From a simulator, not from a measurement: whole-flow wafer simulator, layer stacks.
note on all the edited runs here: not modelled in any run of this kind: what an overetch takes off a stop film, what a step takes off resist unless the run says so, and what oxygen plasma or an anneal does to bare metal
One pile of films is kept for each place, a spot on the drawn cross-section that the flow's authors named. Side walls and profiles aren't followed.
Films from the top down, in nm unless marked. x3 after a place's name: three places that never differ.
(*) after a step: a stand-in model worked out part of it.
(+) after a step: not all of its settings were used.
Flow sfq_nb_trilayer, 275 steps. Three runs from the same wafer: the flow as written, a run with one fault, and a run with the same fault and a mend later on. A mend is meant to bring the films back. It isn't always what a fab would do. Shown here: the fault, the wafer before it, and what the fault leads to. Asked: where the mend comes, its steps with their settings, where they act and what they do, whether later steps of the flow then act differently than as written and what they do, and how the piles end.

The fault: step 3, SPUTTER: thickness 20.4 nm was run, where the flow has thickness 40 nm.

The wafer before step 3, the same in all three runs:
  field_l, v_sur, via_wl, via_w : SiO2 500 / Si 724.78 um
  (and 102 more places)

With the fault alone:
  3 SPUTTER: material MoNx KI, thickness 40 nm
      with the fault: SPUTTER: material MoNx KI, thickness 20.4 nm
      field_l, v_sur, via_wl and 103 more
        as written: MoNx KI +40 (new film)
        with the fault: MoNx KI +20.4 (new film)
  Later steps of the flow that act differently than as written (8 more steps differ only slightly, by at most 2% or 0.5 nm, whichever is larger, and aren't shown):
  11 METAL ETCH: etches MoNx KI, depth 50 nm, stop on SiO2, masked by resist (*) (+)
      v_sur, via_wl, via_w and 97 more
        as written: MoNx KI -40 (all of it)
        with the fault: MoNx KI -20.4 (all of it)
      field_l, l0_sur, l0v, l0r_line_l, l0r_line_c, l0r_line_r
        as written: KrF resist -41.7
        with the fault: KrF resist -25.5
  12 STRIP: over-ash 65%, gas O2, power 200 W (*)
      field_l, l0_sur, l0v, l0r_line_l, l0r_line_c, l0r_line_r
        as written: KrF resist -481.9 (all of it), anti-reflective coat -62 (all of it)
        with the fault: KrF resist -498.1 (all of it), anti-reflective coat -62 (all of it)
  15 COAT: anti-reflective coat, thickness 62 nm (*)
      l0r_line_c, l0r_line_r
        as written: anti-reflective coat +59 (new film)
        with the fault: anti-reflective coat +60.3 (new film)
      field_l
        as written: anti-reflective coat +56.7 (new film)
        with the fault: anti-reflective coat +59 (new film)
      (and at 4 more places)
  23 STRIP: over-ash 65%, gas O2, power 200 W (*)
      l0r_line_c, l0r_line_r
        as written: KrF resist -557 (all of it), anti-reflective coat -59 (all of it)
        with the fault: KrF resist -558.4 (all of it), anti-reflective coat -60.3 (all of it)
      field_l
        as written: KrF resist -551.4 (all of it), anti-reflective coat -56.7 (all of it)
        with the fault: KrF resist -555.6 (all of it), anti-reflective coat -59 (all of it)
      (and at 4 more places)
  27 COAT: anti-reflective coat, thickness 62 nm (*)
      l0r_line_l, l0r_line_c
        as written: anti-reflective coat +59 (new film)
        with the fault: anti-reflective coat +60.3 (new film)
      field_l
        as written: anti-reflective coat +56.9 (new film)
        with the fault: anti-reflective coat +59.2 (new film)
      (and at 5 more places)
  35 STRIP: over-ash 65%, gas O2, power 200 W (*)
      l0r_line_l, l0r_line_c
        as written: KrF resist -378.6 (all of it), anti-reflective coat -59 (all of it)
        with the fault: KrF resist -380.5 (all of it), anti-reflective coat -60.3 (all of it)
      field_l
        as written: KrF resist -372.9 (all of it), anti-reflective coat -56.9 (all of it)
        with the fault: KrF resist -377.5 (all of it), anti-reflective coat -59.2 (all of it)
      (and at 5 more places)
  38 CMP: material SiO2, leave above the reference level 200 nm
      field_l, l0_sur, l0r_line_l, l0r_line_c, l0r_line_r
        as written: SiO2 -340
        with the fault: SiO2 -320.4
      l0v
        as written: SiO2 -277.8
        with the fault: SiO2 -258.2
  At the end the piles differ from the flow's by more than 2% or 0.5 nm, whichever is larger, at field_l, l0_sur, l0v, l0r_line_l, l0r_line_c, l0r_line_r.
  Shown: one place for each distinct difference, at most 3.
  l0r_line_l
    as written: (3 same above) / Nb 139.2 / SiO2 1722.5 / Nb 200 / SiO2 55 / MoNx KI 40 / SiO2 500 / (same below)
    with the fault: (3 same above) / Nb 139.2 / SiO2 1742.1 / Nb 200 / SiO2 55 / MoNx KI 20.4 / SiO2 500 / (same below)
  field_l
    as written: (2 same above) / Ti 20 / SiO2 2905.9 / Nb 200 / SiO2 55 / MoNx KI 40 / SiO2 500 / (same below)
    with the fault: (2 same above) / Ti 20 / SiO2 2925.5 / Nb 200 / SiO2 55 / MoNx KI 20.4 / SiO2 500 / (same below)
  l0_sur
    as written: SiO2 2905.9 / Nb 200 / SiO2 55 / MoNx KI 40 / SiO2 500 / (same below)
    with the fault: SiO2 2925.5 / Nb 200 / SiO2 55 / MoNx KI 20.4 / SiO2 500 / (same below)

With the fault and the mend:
  The mend comes after step 3.
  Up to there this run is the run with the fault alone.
  3a SPUTTER: material MoNx KI, thickness 19.6 nm (the flow's step 3 once more, with other settings)
      field_l, v_sur, via_wl and 103 more
        MoNx KI +19.6
  No later step of the flow acts differently than as written at any place that is followed.
  At the end the piles are the same as the flow's at every place that both follow.
